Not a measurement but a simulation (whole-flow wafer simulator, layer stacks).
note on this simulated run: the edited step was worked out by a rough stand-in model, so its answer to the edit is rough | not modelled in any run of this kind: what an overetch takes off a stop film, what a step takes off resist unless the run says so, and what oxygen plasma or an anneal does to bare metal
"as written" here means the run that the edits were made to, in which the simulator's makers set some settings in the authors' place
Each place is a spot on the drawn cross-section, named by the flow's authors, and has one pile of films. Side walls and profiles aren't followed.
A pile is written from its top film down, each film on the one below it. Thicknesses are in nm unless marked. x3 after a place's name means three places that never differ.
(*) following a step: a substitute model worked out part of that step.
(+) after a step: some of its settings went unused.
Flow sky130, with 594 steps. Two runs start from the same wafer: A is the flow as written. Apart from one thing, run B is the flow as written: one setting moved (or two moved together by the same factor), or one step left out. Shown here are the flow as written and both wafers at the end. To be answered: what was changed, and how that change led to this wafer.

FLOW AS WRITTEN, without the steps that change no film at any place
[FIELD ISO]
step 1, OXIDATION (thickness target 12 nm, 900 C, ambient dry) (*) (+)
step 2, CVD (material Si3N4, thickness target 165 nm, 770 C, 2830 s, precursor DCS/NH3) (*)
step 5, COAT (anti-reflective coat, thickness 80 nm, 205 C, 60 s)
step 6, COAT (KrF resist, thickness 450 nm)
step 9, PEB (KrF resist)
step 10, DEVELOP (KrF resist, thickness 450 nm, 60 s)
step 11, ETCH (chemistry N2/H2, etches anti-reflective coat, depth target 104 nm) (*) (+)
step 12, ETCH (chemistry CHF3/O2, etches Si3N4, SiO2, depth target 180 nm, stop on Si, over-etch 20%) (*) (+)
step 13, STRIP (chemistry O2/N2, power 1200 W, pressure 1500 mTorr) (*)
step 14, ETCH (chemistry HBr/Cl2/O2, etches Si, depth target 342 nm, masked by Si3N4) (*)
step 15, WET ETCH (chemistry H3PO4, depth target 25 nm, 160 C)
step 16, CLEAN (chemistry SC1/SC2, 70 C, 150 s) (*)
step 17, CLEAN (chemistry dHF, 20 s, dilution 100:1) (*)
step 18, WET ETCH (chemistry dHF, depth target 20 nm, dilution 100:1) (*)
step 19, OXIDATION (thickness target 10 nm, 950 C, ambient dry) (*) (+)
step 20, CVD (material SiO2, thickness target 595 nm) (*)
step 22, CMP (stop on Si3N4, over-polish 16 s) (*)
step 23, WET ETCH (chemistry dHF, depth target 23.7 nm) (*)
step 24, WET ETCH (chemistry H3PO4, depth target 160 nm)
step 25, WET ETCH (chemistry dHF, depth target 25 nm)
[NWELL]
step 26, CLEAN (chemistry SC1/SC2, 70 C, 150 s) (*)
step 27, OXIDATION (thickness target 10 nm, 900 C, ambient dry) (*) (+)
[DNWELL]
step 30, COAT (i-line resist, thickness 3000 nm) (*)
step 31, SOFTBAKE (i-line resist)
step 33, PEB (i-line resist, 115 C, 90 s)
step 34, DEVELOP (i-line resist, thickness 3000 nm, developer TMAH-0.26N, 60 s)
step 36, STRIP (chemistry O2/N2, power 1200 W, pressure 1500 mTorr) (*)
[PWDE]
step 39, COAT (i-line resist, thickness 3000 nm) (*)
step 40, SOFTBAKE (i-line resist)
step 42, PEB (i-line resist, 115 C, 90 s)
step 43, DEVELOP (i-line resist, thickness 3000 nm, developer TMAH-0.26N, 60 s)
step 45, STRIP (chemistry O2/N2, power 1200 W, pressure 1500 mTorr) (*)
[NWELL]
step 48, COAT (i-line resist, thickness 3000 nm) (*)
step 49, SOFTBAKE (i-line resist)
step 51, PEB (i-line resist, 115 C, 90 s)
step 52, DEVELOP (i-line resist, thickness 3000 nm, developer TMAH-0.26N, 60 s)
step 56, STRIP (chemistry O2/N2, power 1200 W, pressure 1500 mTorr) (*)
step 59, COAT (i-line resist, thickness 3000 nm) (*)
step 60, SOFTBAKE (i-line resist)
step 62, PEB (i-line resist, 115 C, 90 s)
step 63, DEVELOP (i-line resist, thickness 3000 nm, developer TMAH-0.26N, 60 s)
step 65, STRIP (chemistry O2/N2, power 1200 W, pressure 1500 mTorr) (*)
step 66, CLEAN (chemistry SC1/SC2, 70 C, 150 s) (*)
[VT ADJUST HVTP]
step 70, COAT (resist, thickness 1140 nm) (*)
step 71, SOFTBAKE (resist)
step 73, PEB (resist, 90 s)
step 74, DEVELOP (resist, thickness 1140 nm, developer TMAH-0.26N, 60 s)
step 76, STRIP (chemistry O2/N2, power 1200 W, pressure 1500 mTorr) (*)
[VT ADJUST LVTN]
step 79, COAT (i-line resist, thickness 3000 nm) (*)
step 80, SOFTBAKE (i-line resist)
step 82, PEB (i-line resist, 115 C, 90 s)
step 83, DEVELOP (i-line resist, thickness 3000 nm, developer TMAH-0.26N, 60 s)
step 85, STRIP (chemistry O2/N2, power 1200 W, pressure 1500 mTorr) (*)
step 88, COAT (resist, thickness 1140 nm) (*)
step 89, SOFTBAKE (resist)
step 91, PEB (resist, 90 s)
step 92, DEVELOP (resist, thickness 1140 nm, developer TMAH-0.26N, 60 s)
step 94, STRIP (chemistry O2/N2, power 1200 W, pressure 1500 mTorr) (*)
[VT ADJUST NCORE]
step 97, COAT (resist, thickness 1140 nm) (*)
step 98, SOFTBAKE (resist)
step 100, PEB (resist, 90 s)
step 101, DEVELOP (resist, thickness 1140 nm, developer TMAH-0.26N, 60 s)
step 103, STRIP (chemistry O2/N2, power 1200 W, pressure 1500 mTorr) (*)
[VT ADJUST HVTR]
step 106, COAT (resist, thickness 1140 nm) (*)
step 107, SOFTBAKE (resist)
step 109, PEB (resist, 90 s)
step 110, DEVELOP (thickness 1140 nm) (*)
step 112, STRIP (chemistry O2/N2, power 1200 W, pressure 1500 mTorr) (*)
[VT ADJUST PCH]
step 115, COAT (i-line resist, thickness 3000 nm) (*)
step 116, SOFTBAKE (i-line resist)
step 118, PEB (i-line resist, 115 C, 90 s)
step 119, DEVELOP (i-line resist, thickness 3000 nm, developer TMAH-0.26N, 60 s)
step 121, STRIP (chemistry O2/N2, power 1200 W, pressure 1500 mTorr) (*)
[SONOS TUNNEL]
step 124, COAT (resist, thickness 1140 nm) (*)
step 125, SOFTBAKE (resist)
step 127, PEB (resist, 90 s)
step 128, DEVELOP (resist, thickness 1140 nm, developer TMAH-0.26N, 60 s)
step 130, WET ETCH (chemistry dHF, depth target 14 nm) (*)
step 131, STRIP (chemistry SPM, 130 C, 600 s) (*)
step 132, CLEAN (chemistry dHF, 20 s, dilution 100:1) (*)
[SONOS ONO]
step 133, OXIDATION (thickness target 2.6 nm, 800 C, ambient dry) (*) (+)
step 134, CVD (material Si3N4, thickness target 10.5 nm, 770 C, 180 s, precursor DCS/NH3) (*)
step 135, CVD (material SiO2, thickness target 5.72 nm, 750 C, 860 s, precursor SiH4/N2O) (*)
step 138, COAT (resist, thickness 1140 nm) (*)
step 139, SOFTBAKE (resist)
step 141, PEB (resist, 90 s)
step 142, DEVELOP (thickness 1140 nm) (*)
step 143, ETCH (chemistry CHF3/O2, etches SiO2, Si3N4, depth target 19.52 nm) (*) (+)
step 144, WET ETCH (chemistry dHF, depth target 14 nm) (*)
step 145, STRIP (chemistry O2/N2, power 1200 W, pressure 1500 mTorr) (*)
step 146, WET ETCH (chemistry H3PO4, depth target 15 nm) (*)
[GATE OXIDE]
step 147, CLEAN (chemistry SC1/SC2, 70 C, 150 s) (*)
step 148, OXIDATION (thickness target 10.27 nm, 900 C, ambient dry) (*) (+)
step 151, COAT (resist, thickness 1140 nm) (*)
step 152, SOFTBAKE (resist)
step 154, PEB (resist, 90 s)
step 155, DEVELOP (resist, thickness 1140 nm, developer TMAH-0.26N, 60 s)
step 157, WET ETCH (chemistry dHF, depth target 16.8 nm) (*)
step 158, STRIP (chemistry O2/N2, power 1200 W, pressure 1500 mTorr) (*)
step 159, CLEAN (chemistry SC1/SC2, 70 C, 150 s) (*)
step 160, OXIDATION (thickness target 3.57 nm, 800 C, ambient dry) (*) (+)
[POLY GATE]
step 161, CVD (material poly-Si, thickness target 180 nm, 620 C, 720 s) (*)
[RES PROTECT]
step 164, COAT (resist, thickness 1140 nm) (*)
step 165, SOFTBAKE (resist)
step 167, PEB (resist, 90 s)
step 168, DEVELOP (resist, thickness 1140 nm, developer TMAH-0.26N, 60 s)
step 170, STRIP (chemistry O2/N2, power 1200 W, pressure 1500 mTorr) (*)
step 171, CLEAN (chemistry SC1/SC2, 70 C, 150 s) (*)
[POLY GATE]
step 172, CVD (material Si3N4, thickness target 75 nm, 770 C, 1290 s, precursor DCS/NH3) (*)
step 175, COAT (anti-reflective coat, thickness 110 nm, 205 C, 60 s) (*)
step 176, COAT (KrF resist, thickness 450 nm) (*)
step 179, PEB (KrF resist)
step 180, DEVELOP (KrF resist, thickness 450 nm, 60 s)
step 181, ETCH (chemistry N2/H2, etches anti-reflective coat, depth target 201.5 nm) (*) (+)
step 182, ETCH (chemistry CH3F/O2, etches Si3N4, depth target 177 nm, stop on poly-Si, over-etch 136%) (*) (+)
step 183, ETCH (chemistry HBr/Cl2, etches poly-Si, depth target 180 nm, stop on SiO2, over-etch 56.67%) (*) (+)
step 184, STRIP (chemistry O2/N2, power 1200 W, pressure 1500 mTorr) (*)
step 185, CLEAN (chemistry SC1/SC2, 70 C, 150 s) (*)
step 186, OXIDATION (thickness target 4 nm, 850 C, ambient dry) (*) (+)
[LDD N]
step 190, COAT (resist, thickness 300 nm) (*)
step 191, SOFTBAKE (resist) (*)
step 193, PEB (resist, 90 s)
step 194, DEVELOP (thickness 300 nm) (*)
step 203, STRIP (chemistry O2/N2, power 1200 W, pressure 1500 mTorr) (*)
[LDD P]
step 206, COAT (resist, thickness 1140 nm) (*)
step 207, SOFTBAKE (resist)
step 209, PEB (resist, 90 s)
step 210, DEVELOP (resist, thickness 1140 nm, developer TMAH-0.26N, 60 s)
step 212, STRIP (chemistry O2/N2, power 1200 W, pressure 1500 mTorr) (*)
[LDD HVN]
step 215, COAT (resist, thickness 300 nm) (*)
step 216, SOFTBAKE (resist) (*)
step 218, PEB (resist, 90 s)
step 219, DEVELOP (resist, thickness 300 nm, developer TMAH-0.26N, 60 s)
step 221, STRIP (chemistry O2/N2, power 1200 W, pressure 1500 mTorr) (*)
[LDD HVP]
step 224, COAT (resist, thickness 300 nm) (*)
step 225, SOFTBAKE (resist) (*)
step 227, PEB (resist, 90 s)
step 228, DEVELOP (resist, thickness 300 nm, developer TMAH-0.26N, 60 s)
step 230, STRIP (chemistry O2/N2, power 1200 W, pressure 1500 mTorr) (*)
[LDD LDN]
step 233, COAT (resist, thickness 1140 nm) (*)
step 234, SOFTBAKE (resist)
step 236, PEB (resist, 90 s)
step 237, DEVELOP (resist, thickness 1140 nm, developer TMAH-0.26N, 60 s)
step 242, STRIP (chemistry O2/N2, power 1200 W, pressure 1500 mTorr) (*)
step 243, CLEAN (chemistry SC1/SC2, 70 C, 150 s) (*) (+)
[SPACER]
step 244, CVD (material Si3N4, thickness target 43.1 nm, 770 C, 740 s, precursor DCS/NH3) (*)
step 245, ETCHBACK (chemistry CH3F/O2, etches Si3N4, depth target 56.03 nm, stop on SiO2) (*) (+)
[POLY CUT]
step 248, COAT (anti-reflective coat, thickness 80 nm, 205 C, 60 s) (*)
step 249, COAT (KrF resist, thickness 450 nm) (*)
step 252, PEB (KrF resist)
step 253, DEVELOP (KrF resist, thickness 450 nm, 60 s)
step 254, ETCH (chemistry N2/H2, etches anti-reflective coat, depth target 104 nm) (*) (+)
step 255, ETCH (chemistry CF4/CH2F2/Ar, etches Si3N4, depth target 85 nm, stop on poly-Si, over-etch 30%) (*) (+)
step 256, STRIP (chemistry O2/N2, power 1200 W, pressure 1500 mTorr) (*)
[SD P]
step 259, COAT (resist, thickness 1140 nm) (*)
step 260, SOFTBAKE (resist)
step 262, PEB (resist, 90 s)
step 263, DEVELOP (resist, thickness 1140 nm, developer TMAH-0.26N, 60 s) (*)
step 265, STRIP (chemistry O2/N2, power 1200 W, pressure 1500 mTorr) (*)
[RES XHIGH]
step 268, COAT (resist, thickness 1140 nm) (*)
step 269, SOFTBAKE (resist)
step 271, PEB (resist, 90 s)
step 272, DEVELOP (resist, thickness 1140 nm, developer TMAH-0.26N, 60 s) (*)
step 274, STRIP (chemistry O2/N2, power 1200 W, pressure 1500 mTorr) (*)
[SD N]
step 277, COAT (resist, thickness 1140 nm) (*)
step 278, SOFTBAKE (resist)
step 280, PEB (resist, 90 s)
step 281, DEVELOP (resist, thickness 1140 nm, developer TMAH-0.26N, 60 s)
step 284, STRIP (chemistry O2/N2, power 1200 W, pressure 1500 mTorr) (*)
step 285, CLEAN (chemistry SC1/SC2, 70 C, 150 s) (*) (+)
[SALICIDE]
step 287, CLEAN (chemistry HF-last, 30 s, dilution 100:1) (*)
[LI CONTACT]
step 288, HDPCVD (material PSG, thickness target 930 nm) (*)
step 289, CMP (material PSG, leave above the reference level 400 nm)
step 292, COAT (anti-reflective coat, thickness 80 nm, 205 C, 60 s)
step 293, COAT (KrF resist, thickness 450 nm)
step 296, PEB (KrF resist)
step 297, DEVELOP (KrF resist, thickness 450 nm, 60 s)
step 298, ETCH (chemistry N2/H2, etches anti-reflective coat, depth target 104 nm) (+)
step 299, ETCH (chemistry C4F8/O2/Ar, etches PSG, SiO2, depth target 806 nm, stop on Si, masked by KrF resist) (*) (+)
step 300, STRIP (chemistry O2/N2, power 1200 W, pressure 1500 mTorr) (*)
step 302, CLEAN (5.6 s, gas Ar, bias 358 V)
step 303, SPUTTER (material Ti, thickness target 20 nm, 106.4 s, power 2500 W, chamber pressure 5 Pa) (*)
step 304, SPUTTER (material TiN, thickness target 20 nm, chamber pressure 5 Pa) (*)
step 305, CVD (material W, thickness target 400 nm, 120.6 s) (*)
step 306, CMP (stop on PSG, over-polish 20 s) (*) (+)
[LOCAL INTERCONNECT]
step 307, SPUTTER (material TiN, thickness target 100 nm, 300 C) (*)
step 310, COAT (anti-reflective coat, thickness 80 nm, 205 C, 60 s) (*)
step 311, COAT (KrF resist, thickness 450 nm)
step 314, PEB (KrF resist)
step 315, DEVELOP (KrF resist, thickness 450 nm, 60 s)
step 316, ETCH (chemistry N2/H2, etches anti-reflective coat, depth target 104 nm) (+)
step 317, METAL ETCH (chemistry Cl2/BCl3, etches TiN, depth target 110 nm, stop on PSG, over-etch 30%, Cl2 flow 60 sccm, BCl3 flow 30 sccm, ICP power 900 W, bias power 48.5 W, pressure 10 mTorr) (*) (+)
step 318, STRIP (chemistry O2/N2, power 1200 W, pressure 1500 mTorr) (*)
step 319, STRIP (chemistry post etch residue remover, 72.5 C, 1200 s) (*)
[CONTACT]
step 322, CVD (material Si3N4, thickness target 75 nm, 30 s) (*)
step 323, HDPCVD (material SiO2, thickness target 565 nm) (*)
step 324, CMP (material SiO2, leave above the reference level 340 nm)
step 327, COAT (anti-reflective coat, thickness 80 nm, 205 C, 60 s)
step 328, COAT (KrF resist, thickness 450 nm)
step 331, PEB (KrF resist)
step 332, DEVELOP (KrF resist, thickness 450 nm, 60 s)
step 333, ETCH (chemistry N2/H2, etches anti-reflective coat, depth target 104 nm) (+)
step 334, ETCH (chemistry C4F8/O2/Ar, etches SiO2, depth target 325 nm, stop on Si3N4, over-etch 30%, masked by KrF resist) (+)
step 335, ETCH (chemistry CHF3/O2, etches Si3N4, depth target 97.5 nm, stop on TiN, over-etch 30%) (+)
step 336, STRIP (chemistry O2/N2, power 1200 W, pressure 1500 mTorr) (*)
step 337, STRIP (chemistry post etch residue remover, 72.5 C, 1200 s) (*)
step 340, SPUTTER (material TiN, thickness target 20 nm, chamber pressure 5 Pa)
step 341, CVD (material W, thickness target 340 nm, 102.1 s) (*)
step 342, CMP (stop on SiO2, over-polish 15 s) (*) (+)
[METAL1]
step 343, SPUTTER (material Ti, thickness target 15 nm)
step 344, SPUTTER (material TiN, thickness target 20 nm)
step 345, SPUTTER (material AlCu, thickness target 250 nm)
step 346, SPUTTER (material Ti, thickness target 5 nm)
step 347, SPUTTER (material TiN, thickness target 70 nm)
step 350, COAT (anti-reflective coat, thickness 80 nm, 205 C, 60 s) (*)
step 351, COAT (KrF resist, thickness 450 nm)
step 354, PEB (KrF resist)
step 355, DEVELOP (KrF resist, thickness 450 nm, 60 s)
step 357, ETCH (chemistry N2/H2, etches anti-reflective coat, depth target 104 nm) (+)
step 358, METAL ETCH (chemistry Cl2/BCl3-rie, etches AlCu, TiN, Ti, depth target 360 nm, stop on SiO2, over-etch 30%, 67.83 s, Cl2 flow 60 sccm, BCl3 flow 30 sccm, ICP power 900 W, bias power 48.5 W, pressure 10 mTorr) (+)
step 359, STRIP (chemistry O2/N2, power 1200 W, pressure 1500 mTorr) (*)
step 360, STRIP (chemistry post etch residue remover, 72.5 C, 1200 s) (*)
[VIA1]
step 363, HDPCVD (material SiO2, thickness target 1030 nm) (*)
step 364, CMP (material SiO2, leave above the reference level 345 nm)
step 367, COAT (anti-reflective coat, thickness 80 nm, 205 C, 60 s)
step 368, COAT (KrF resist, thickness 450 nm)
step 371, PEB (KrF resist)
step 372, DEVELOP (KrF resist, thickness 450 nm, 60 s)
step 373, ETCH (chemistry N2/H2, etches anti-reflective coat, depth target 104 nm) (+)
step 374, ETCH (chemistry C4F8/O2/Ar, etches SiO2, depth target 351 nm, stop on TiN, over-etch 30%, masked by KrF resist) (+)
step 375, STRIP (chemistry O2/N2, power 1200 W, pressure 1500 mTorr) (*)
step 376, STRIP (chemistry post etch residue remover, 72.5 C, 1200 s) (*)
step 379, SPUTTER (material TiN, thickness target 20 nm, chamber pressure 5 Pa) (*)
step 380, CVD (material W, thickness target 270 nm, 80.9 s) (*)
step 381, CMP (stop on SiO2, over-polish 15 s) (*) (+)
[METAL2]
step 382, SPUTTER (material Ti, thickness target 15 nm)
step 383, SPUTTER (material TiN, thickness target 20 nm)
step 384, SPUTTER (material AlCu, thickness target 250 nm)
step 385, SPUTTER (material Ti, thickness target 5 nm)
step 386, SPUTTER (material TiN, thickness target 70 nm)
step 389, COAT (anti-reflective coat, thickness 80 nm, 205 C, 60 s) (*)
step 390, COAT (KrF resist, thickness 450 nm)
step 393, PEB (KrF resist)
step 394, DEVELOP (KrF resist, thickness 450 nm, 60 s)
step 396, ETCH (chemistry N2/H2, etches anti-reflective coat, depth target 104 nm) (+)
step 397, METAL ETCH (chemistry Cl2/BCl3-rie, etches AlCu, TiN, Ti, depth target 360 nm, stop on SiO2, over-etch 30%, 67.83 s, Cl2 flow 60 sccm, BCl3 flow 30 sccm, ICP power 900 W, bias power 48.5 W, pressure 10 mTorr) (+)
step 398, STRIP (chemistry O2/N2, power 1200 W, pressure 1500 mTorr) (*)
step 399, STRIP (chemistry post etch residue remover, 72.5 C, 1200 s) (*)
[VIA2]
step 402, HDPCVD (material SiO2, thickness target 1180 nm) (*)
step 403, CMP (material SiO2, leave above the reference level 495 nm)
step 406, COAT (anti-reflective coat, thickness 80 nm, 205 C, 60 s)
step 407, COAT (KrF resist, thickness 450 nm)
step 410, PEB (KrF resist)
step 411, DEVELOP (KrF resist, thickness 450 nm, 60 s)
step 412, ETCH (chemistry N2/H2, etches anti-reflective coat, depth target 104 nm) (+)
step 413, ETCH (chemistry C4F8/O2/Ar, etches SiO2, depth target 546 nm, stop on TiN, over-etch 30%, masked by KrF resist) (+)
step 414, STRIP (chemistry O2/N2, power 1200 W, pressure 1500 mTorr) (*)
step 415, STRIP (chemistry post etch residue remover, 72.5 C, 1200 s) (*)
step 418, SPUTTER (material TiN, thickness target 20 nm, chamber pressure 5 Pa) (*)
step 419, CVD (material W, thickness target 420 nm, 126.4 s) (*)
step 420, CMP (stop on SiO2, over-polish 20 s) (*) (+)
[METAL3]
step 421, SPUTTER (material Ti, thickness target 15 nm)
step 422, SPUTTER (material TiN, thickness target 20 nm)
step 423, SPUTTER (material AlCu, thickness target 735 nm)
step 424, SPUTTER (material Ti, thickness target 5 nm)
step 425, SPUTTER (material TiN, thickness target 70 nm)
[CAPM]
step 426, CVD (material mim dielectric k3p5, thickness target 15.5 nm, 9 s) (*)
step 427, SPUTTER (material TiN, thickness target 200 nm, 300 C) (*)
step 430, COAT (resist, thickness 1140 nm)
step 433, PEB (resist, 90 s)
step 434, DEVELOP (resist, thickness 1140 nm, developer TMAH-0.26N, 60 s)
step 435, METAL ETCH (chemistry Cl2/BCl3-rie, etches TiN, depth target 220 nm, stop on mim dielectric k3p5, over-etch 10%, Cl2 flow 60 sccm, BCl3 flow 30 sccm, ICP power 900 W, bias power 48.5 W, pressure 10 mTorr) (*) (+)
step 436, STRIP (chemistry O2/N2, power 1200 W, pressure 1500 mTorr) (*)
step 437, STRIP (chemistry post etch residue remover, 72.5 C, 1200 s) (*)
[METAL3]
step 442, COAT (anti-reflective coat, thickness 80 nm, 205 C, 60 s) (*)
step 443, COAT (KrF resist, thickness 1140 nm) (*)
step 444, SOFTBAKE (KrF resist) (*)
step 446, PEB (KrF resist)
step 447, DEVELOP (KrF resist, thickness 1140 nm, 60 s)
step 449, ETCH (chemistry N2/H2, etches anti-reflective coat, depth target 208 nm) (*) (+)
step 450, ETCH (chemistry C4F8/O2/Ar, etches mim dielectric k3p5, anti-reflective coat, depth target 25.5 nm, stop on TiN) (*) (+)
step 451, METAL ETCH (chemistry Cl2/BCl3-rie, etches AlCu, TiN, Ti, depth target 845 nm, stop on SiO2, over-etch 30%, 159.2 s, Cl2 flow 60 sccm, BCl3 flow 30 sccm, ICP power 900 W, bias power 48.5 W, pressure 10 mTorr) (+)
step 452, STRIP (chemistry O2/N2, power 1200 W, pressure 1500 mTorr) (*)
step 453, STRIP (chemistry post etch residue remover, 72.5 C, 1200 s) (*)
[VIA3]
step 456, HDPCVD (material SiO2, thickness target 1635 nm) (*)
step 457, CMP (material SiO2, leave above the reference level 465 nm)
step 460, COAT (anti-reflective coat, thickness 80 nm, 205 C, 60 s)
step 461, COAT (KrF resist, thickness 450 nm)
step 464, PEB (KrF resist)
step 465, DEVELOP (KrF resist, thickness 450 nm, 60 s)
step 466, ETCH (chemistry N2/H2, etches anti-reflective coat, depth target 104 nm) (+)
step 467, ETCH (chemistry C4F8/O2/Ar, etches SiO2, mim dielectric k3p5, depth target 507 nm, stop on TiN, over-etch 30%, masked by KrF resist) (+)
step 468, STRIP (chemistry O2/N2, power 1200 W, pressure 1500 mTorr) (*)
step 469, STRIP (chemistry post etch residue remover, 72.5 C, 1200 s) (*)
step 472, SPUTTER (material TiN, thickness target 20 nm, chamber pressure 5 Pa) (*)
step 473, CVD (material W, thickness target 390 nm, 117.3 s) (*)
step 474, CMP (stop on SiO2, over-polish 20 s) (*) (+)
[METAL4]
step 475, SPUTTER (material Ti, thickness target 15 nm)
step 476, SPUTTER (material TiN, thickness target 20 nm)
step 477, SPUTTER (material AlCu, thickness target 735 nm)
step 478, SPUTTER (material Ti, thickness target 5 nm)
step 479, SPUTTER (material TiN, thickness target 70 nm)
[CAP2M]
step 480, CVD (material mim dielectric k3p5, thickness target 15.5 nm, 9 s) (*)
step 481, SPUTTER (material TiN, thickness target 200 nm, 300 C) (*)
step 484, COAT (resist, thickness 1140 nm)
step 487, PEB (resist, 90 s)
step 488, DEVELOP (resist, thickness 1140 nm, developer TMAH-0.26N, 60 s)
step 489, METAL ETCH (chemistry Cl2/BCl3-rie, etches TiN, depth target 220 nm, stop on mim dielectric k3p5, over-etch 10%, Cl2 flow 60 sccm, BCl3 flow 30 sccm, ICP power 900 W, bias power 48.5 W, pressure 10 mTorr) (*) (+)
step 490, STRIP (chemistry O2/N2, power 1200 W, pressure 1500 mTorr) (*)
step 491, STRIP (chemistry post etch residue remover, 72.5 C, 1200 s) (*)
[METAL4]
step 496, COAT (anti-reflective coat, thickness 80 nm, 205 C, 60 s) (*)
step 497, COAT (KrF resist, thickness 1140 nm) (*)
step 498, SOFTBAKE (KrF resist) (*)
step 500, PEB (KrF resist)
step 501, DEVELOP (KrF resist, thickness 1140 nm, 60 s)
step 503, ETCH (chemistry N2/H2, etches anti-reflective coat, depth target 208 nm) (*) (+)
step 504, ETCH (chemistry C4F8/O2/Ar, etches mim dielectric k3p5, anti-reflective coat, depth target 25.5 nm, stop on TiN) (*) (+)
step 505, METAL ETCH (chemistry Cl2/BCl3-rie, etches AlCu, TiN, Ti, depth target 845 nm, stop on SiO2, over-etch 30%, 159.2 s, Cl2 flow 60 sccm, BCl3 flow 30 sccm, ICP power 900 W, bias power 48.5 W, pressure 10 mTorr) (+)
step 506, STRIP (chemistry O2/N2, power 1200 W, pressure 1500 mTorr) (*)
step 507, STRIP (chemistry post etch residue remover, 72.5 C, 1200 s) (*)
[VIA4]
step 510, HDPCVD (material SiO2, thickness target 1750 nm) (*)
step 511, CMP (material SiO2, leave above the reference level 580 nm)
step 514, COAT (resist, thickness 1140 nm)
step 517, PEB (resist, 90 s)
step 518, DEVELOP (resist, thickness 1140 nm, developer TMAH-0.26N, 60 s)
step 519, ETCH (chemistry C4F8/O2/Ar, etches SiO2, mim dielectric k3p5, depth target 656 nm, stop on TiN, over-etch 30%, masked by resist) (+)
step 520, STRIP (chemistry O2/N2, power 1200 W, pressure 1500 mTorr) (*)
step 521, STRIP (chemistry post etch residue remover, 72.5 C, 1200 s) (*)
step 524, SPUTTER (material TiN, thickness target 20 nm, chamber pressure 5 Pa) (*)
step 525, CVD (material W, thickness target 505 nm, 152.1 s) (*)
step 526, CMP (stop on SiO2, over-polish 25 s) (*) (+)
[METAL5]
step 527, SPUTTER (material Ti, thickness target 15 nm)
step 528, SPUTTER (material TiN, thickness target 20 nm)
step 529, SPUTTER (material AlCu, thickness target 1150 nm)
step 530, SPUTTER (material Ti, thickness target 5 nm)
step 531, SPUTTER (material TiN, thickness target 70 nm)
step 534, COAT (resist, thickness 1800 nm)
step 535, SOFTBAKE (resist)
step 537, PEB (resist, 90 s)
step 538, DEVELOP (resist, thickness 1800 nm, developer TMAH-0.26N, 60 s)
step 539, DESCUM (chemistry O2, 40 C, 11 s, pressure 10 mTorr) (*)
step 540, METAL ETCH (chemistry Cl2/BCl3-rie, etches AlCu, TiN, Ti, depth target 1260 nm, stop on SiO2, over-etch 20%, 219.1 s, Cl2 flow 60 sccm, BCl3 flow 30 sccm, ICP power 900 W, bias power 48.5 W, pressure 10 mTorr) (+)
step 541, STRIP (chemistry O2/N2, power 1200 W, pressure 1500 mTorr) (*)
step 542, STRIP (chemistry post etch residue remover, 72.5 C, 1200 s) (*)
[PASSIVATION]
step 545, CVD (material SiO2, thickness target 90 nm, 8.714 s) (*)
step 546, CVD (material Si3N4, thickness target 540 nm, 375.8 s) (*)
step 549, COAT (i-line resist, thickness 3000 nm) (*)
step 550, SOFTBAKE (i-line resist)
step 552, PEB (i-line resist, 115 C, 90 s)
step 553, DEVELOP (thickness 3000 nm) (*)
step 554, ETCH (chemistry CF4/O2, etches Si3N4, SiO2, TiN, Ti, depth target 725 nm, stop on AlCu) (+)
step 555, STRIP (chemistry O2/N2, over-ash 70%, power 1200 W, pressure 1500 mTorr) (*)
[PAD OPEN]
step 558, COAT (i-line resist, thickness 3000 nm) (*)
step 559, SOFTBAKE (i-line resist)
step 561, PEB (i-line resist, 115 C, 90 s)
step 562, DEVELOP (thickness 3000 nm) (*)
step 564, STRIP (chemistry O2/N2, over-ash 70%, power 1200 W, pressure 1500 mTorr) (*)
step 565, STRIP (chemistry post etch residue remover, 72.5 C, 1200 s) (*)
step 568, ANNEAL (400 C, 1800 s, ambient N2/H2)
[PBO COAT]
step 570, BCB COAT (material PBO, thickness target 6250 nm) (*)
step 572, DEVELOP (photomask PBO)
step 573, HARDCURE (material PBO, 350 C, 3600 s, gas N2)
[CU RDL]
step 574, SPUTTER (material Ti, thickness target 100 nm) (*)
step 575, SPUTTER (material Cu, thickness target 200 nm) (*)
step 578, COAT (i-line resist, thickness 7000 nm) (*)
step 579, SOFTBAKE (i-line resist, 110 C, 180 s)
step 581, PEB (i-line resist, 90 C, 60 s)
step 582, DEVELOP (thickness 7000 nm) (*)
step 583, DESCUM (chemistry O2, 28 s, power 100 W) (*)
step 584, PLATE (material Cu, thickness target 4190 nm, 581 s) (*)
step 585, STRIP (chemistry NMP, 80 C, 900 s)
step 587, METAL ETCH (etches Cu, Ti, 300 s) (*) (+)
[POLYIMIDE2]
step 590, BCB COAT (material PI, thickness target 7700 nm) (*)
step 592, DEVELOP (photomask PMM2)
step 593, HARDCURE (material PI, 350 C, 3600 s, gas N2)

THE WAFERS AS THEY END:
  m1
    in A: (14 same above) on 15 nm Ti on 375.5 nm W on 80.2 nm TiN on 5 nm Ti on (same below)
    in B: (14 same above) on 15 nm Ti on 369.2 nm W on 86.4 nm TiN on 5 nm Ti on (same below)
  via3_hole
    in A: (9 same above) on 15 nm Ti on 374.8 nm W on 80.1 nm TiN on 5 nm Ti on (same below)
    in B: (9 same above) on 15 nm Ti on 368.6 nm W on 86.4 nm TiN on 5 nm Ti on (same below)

The reason: step 472, SPUTTER: thickness target 32 nm was run, while the flow as written has thickness target 20 nm.

Step by step, how the change led to this:
  step 472, SPUTTER (material TiN, thickness target 20 nm, chamber pressure 5 Pa) (*)
      field, active, n_well and 187 more: A TiN gains 20 (new film) | B TiN gains 32 (new film)
      m1: A TiN gains 10.6 | B TiN gains 16.9
      (also at 1 further place)
  step 474, CMP (stop on SiO2, over-polish 20 s) (*) (+)
      field, active, n_well and 187 more: A W loses 390 (all of it), TiN loses 20 (all of it), SiO2 loses 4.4 | B W loses 390 (all of it), TiN loses 32 (all of it), SiO2 loses 4.4
      m1, via3_hole: A W loses 415 | B W loses 427
